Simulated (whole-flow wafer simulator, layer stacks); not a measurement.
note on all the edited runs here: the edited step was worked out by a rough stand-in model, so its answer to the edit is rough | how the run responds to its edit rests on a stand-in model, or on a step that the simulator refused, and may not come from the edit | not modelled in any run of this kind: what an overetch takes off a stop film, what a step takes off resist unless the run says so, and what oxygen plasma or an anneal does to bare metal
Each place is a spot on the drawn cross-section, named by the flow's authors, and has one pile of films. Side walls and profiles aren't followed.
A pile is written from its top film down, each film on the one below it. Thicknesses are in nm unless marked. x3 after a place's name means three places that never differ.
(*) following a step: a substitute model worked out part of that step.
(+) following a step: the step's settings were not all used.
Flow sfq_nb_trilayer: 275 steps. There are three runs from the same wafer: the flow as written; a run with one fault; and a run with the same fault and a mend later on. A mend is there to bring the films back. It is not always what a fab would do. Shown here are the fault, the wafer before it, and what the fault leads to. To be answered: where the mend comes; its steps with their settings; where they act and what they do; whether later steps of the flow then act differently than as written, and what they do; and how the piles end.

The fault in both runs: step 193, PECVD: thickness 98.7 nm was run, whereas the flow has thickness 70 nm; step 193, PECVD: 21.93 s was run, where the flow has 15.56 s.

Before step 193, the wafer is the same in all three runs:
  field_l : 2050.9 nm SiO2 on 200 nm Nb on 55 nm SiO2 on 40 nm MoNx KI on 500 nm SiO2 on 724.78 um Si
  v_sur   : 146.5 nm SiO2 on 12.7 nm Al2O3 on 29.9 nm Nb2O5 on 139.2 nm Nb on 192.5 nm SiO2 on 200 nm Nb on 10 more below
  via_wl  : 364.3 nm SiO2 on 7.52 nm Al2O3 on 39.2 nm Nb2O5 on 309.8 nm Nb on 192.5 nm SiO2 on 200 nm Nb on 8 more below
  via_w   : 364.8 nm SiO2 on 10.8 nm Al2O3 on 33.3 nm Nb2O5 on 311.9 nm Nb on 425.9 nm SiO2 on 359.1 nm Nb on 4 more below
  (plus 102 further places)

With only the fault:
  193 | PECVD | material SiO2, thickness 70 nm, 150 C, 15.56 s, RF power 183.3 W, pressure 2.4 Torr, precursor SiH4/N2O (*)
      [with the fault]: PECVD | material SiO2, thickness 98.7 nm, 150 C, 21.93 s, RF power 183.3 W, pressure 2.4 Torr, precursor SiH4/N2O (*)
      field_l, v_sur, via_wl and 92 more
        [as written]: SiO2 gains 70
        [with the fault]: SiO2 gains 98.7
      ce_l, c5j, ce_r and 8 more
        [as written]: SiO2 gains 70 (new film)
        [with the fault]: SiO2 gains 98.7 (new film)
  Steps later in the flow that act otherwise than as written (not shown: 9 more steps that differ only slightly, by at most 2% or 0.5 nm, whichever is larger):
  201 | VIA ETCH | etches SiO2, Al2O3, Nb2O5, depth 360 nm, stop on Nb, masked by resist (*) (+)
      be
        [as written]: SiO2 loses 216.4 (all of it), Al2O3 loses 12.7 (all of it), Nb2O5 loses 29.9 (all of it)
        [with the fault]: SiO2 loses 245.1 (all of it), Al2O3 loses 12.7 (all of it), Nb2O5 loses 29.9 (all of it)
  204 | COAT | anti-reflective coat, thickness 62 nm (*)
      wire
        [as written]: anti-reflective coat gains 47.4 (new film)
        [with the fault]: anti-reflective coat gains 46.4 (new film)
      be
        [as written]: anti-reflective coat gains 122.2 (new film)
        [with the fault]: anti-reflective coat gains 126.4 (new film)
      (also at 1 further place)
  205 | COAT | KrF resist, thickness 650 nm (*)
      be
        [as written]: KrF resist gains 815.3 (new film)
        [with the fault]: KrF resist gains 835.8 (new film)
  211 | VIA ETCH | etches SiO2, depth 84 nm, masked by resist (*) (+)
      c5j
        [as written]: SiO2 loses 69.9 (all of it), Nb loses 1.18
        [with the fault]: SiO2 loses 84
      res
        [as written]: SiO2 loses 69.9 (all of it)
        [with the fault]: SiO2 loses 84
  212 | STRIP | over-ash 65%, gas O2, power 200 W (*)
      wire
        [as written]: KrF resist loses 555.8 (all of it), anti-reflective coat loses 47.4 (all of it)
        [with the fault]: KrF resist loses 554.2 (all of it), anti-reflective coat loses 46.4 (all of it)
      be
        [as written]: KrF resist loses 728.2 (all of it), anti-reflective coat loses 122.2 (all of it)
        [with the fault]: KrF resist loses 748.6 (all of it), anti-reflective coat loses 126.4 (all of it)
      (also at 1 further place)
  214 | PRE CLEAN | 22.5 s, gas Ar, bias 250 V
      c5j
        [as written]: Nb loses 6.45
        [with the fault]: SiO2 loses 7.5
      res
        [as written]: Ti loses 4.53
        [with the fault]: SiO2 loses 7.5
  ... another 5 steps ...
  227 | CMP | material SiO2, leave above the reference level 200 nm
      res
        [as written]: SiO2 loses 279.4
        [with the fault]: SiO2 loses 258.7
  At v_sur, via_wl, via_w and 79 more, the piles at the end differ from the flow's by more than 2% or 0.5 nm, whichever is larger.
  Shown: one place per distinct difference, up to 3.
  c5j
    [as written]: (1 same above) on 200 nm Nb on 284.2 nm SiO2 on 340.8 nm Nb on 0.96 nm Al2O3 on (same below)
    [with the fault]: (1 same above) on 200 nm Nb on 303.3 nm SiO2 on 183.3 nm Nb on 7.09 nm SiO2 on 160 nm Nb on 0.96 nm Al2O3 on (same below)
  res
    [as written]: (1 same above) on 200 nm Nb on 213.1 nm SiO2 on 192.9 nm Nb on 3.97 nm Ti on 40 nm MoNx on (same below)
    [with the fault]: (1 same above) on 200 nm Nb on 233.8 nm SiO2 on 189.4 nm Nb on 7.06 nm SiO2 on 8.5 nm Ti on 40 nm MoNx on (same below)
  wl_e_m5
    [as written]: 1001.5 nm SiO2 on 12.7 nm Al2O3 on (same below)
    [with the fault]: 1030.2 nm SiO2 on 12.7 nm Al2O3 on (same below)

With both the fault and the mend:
  After step 199 comes the mend.
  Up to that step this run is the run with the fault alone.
  199a | STRIP | over-ash 65%, gas O2, power 200 W (*)
      p4_fl x3, p4_w1 x9, p4_g1 x2 and 33 more
        KrF resist loses 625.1 (all of it), anti-reflective coat loses 62 (all of it)
      wl_b_m5, wl_b_sr, wl_c_sl and 12 more
        KrF resist loses 625 (all of it), anti-reflective coat loses 62 (all of it)
      field_l, v_sur, via_wl, via_w
        KrF resist loses 625.7 (all of it), anti-reflective coat loses 62.2 (all of it)
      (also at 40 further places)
  199b | VIA ETCH | etches SiO2, depth 28.7 nm
      field_l, v_sur, via_wl and 103 more
        SiO2 loses 28.7
  199c | COAT | anti-reflective coat, thickness 62 nm (*) (the flow's step 194, run once more)
      p4_fl x3, p4_w1 x9, p4_g1 x2 and 50 more
        anti-reflective coat gains 62 (new film)
      via_wr, via_sp, via_v, wire, lsp_r, l0_sur, l0v
        anti-reflective coat gains 62.3 (new film)
      be, be_sur, gap, lsp_m, ln_m6
        anti-reflective coat gains 62.4 (new film)
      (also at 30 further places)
  199d | COAT | KrF resist, thickness 650 nm (*) (the flow's step 195, run once more)
      p4_fl x3, p4_w1 x9, p4_g1 x2 and 33 more
        KrF resist gains 650 (new film)
      wl_b_m5, wl_b_sr, wl_c_sl and 12 more
        KrF resist gains 649.9 (new film)
      field_l, v_sur, via_wl, via_w
        KrF resist gains 650.6 (new film)
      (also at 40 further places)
  199e | SOFTBAKE | KrF resist (the flow's step 196, run once more)
      alters no film at any place that is followed
  199f | EXPOSE | photomask I5, dose 12.41 mJ/cm2, NA 0.6, wavelength 248 nm (*) (the flow's step 197, run once more)
      alters no film at any place that is followed
  199g | PEB | KrF resist, 90 s (the flow's step 198, run once more)
      field_l, v_sur, via_wl and 87 more
        KrF resist loses 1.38
      jj_sur, ce_l, sp_r, moat, field_r, wl_jj
        KrF resist loses 1.39
      be_r, r_sur, res, r_end
        KrF resist loses 1.33
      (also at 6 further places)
  199h | DEVELOP | KrF resist, thickness 650 nm, 60 s (the flow's step 199, run once more)
      field_l, v_sur, via_wl and 102 more
        KrF resist loses 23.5
      be
        KrF resist loses 649.8 (all of it)
  Later steps of the flow that are run all act as written at every place that is followed, up to a difference of at most 2% or 0.5 nm, whichever is larger.
  By the end, the piles equal the flow's at every place that both follow.
